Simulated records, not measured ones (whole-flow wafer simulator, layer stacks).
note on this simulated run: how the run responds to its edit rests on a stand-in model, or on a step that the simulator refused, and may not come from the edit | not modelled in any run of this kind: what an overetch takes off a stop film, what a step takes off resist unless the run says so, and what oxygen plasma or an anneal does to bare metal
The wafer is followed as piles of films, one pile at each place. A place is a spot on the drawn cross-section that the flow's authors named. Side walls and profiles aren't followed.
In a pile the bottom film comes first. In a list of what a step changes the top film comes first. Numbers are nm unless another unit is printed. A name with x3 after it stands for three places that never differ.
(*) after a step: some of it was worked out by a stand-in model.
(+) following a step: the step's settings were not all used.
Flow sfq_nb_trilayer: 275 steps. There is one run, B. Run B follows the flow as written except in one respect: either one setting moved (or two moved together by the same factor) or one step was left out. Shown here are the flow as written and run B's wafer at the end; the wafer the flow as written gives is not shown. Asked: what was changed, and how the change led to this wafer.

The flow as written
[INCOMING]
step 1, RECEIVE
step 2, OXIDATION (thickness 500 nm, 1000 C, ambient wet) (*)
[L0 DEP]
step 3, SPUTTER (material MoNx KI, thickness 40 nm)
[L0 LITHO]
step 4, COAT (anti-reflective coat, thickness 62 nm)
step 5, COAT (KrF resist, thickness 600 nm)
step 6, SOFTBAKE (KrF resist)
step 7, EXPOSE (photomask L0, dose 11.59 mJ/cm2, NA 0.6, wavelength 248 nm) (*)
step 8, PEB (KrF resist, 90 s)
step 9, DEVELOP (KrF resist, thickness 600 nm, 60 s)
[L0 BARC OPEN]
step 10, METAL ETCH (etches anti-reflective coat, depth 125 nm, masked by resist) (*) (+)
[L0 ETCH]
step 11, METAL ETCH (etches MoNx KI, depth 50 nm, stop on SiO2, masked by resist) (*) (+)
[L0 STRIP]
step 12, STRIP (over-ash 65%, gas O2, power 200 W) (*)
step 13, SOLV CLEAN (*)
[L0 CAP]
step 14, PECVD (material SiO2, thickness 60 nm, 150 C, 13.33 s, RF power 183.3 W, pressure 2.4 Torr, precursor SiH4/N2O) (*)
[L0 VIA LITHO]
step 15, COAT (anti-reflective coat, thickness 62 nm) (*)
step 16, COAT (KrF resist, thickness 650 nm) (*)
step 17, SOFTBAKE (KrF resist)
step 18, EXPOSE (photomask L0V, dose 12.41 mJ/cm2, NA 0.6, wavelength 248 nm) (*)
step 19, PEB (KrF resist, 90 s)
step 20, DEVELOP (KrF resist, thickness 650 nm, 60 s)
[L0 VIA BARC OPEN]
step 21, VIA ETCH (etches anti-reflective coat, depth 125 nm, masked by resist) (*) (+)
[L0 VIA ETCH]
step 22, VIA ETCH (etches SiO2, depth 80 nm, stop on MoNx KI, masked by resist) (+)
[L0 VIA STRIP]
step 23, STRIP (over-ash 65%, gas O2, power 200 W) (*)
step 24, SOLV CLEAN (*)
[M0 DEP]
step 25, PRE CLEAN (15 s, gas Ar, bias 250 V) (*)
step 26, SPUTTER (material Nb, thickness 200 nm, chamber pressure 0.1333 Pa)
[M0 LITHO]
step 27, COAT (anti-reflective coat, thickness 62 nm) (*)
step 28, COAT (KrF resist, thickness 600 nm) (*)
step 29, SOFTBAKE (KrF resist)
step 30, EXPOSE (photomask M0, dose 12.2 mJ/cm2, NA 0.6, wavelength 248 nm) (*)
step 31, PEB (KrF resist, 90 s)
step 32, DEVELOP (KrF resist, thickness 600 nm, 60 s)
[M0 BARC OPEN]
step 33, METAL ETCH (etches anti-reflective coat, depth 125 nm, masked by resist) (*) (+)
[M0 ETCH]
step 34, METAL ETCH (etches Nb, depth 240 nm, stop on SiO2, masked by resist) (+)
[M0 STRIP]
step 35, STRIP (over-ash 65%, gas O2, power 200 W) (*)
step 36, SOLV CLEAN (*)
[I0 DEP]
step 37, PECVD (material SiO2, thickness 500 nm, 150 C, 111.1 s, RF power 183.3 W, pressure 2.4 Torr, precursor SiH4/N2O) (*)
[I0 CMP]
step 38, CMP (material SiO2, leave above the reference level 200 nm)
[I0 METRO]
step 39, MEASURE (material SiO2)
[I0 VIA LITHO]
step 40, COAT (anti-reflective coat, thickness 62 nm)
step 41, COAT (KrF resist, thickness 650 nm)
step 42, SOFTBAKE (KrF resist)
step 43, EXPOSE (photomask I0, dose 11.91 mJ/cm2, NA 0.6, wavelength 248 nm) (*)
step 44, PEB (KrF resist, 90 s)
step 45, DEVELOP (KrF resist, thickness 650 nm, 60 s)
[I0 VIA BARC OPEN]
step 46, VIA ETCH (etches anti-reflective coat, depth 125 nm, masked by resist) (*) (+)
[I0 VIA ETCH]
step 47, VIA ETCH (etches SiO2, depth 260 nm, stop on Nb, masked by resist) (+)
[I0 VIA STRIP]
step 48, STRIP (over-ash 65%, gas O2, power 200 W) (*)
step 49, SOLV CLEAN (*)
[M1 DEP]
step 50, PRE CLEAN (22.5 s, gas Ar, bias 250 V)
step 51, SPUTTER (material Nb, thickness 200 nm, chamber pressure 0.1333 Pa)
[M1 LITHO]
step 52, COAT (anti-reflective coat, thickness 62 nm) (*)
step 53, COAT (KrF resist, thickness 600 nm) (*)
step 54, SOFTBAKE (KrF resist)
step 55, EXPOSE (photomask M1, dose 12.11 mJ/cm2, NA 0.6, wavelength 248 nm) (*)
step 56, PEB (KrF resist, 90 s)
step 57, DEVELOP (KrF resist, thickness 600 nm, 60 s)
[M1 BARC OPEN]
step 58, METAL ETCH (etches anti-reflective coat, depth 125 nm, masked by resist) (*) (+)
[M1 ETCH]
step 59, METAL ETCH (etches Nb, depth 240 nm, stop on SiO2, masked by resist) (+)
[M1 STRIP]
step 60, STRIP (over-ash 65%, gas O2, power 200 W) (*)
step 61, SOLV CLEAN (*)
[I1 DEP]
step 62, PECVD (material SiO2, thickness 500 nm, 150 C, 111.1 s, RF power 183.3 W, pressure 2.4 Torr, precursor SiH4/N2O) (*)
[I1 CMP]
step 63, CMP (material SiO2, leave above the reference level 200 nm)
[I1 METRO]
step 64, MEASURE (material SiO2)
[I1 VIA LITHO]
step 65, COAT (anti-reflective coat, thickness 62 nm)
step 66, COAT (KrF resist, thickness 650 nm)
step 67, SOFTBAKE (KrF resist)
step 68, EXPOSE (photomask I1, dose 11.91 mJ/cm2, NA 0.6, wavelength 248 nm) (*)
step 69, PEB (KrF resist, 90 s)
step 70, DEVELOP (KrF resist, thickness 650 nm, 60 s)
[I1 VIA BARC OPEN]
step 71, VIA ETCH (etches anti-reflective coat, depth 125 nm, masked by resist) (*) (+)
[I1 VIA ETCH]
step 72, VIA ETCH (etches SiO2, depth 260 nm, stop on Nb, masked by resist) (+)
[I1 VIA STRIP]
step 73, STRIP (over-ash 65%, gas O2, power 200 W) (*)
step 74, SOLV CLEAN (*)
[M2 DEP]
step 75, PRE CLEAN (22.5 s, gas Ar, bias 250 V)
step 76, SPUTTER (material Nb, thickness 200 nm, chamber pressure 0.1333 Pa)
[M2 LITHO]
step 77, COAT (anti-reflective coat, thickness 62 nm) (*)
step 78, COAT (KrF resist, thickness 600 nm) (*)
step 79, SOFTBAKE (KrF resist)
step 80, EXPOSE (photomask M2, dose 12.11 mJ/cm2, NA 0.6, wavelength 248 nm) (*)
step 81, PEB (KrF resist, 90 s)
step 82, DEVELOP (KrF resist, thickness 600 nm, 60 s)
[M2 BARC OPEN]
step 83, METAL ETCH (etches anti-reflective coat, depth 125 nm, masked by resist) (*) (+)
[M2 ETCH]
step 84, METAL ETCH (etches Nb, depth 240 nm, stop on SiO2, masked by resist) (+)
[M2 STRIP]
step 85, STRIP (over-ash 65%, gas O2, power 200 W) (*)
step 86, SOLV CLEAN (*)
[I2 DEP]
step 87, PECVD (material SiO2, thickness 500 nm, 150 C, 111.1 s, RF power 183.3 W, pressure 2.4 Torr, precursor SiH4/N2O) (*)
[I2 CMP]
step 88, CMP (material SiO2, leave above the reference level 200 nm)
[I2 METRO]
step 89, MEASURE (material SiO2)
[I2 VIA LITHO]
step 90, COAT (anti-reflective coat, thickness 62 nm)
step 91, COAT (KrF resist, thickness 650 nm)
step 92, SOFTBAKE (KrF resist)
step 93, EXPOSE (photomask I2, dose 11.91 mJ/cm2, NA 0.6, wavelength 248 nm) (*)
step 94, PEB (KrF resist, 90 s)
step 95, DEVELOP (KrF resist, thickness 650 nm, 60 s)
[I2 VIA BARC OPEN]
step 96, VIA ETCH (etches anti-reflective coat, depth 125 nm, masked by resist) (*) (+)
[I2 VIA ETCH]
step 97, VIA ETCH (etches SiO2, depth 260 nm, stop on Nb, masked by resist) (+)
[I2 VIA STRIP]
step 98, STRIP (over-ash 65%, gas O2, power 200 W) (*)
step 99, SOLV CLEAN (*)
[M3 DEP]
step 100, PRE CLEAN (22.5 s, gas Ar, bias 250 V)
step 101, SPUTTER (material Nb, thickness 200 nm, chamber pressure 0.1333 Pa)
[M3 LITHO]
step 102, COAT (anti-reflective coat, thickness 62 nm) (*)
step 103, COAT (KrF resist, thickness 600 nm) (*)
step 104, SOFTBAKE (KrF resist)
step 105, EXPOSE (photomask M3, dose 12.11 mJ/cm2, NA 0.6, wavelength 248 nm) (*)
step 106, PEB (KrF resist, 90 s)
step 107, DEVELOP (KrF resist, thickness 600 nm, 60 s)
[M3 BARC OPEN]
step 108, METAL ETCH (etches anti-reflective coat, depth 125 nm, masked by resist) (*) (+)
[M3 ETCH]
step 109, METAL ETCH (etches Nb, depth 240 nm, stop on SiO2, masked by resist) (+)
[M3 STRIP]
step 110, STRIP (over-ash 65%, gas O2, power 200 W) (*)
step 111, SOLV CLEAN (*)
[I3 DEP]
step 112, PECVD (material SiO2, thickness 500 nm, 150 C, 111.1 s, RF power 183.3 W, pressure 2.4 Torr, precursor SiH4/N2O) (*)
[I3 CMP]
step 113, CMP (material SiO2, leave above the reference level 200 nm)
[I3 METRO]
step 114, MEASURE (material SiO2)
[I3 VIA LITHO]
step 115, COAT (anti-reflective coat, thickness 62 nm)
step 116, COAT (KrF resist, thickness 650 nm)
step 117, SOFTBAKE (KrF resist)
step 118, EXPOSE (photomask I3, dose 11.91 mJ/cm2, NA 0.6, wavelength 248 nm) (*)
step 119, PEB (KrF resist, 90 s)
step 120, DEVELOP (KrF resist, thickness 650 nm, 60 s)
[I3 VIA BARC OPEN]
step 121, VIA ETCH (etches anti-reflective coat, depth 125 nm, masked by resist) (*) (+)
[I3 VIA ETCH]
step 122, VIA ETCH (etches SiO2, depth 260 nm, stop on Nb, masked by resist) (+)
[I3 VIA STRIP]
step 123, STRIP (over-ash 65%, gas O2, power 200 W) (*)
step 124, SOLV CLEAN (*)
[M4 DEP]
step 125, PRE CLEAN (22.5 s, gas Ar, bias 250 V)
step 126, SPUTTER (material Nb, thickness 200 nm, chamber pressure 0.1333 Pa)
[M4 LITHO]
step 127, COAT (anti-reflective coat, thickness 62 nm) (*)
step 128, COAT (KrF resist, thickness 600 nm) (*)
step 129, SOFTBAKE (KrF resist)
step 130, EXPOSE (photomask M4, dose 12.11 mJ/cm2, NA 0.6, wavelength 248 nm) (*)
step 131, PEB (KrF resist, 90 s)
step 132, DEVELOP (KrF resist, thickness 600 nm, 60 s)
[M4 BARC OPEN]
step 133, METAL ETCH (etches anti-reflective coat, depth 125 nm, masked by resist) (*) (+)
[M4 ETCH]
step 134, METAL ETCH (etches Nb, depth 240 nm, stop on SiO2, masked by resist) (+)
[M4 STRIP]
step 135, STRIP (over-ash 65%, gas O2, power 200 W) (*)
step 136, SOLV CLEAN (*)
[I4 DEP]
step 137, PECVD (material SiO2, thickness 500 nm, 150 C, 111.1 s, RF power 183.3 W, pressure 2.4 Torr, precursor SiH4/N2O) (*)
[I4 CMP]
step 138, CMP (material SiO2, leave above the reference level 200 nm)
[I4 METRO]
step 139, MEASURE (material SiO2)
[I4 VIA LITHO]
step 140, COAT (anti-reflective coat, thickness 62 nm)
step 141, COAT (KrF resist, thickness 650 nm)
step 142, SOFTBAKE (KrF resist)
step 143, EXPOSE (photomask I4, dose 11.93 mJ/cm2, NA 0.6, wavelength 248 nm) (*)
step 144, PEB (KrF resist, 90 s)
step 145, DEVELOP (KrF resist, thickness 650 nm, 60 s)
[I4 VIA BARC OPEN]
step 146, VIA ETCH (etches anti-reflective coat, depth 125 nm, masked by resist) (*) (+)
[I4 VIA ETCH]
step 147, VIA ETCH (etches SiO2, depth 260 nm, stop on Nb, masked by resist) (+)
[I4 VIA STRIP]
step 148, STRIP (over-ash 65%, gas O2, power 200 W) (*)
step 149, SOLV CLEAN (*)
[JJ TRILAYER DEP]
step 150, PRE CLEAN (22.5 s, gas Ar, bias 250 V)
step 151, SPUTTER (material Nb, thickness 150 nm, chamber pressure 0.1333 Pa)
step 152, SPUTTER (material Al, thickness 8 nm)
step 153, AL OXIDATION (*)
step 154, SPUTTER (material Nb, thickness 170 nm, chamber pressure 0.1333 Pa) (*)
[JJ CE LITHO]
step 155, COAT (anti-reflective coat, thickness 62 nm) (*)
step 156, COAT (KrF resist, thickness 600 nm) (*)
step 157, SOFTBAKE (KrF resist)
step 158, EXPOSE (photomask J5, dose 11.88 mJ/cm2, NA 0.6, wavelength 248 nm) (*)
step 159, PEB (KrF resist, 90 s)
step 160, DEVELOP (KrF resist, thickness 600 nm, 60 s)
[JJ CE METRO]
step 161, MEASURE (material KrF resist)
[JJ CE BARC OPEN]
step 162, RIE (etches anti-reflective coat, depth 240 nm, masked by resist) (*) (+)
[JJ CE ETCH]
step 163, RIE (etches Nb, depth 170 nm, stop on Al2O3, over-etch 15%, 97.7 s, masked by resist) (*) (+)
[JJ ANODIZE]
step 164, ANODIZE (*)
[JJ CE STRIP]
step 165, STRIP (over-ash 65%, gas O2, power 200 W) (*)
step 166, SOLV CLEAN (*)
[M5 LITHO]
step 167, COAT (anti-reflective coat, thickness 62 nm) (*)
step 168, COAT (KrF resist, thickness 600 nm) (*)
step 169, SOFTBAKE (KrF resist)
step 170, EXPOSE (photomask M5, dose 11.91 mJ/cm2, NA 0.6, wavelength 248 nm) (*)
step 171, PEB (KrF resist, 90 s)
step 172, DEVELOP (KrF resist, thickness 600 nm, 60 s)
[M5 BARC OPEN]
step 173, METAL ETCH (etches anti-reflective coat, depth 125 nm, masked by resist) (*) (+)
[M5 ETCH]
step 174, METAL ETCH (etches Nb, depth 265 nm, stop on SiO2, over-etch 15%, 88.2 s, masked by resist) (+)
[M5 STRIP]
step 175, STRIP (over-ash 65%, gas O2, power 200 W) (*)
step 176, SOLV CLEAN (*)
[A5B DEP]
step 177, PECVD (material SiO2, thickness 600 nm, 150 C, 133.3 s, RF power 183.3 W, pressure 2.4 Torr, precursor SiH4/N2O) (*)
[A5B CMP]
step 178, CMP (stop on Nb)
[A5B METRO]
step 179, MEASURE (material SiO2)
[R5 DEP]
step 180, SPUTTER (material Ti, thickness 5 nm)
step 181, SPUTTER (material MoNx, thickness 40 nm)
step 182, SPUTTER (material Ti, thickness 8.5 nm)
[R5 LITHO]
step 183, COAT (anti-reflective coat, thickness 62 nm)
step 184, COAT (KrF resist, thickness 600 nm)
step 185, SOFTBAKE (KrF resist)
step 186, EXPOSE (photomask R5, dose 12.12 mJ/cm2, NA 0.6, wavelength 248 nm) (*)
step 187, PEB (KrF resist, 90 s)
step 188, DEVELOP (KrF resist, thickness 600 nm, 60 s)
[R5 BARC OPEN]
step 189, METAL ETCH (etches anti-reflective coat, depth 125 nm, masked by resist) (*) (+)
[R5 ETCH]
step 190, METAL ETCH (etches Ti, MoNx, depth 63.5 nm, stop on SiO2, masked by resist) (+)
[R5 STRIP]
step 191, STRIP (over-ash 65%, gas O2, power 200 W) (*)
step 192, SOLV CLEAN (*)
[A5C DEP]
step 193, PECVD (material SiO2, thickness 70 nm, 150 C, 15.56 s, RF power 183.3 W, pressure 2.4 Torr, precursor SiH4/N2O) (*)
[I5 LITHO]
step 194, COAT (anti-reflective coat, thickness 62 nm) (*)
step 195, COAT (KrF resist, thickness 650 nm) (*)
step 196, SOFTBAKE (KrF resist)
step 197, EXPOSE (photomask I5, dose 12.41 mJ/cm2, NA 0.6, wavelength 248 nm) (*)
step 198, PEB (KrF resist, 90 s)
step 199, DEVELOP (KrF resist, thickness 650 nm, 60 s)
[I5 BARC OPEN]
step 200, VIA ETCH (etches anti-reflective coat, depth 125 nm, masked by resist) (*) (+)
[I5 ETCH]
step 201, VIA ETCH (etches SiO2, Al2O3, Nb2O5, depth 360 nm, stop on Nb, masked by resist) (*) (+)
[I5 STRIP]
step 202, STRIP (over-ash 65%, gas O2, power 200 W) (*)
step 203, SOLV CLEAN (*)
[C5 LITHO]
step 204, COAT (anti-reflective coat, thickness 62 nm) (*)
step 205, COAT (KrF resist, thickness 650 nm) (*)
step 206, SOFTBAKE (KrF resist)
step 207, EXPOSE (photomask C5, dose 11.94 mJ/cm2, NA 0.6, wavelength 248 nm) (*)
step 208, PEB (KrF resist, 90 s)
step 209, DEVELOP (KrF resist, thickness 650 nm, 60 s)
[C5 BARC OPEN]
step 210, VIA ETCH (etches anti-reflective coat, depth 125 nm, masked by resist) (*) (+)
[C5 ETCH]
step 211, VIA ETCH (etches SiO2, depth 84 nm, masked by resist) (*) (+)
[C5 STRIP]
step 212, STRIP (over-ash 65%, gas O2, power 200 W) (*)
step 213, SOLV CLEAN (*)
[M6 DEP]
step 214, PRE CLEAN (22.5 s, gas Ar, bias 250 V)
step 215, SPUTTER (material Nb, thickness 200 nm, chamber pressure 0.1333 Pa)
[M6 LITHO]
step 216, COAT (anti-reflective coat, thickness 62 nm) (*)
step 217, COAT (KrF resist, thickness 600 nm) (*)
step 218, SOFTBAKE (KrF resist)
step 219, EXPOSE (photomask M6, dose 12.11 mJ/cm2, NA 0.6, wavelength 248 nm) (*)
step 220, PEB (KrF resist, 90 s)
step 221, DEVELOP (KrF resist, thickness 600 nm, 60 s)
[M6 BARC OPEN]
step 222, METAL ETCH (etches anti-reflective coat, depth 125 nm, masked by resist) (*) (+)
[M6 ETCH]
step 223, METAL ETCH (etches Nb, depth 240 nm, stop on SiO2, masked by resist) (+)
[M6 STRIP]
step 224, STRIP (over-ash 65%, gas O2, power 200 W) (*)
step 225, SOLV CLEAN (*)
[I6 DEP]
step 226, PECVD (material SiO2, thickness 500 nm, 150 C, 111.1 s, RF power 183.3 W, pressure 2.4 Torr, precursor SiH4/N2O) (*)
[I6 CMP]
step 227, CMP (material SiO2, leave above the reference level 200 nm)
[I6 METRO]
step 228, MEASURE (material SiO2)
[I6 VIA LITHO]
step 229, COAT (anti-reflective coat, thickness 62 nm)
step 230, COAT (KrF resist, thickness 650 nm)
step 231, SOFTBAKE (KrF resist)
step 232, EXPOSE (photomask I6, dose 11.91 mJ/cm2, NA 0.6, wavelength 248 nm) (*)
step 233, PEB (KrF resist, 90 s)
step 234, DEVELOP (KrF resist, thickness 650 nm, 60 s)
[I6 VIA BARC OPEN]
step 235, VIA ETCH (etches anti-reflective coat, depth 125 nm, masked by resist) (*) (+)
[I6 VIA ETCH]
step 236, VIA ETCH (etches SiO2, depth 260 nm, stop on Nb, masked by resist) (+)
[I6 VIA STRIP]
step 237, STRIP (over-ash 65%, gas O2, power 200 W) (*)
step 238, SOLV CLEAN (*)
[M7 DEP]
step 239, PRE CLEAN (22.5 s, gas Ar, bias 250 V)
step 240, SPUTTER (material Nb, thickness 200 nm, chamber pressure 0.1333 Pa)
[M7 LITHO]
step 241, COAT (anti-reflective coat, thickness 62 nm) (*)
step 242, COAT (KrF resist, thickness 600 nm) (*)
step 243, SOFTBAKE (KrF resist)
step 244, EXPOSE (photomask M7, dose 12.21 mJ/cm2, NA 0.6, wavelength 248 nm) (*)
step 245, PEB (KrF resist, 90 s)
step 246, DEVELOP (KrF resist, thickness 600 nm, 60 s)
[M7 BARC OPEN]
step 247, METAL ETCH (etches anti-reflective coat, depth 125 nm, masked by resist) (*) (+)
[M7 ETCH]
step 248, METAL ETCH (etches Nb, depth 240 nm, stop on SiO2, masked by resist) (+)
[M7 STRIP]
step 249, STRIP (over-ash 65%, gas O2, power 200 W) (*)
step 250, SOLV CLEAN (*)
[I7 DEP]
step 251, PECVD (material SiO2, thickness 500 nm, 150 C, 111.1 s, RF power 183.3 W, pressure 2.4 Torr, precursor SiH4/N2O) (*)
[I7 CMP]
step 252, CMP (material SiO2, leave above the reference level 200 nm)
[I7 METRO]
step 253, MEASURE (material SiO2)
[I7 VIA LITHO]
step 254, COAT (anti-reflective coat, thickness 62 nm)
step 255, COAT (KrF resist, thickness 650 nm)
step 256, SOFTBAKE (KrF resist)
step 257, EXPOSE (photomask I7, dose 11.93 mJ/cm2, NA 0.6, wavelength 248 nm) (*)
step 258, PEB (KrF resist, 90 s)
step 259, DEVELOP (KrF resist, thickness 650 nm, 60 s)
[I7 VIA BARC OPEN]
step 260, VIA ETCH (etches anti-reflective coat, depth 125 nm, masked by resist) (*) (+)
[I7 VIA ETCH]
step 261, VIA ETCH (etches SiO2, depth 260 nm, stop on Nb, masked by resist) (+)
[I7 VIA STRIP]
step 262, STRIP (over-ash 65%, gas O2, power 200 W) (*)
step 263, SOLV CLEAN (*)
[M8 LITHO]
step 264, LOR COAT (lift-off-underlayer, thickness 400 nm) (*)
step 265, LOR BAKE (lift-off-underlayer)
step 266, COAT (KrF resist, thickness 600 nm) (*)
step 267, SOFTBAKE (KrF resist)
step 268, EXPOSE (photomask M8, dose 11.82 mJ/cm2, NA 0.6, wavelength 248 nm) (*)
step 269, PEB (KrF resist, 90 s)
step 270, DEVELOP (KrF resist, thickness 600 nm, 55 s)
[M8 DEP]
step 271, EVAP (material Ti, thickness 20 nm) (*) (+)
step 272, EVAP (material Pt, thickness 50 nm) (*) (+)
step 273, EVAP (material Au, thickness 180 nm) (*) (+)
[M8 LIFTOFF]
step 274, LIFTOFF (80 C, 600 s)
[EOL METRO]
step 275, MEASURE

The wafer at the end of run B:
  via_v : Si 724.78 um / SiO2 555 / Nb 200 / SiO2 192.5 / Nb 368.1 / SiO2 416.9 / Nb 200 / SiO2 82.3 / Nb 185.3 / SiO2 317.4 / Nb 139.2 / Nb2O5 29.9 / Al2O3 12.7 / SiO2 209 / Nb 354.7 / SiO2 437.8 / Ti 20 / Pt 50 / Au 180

Cause: step 122, VIA ETCH: depth 110 nm was run, though the flow has depth 260 nm.

The path from the change to this, step by step:
  step 122, VIA ETCH (etches SiO2, depth 260 nm, stop on Nb, masked by resist) (+)
      via_v: -110 SiO2 (as written it would have been: -199.8 SiO2 (all of it))
      field_l, v_sur, via_wl and 102 more: -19 KrF resist (as written it would have been: -44.8 KrF resist)
  step 123, STRIP (over-ash 65%, gas O2, power 200 W) (*)
      field_l, v_sur, via_wl and 102 more: -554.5 KrF resist (all of it), -62 anti-reflective coat (all of it) (as written it would have been: -528.6 KrF resist (all of it), -62 anti-reflective coat (all of it))
  step 125, PRE CLEAN (22.5 s, gas Ar, bias 250 V)
      via_v: -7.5 SiO2 (as written it would have been: -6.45 Nb)
  step 126, SPUTTER (material Nb, thickness 200 nm, chamber pressure 0.1333 Pa)
      via_v: +185.3 Nb (new film) (as written it would have been: +165.5 Nb)
  step 127, COAT (anti-reflective coat, thickness 62 nm) (*)
      via_sp: +55 anti-reflective coat (new film) (as written it would have been: +53 anti-reflective coat (new film))
      via_v: +104.4 anti-reflective coat (new film) (as written it would have been: +124.8 anti-reflective coat (new film))
      (as well as at 1 more place)
  step 128, COAT (KrF resist, thickness 600 nm) (*)
      via_v: +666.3 KrF resist (new film) (as written it would have been: +739.8 KrF resist (new film))
  step 135, STRIP (over-ash 65%, gas O2, power 200 W) (*)
      via_sp: -379.8 KrF resist (all of it), -55 anti-reflective coat (all of it) (as written it would have been: -373.9 KrF resist (all of it), -53 anti-reflective coat (all of it))
      via_v: -448.5 KrF resist (all of it), -104.4 anti-reflective coat (all of it) (as written it would have been: -521.8 KrF resist (all of it), -124.8 anti-reflective coat (all of it))
      (as well as at 1 more place)
  step 137, PECVD (material SiO2, thickness 500 nm, 150 C, 111.1 s, RF power 183.3 W, pressure 2.4 Torr, precursor SiH4/N2O) (*)
      via_v: +500 SiO2 (new film) (as written it would have been: +615 SiO2 (new film))
  step 138, CMP (material SiO2, leave above the reference level 200 nm)
      via_v: -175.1 SiO2 (as written it would have been: -181.6 SiO2)
If metal films that touch count as one body, via_v has 7 bodies (between them, from the top down: SiO2 437.8; SiO2 209 / Al2O3 12.7 / Nb2O5 29.9; SiO2 317.4; SiO2 82.3; SiO2 416.9; SiO2 192.5); the flow as written gives 6 bodies (between them, from the top down: SiO2 437.8; SiO2 209 / Al2O3 12.7 / Nb2O5 29.9; SiO2 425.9; SiO2 416.9; SiO2 192.5).
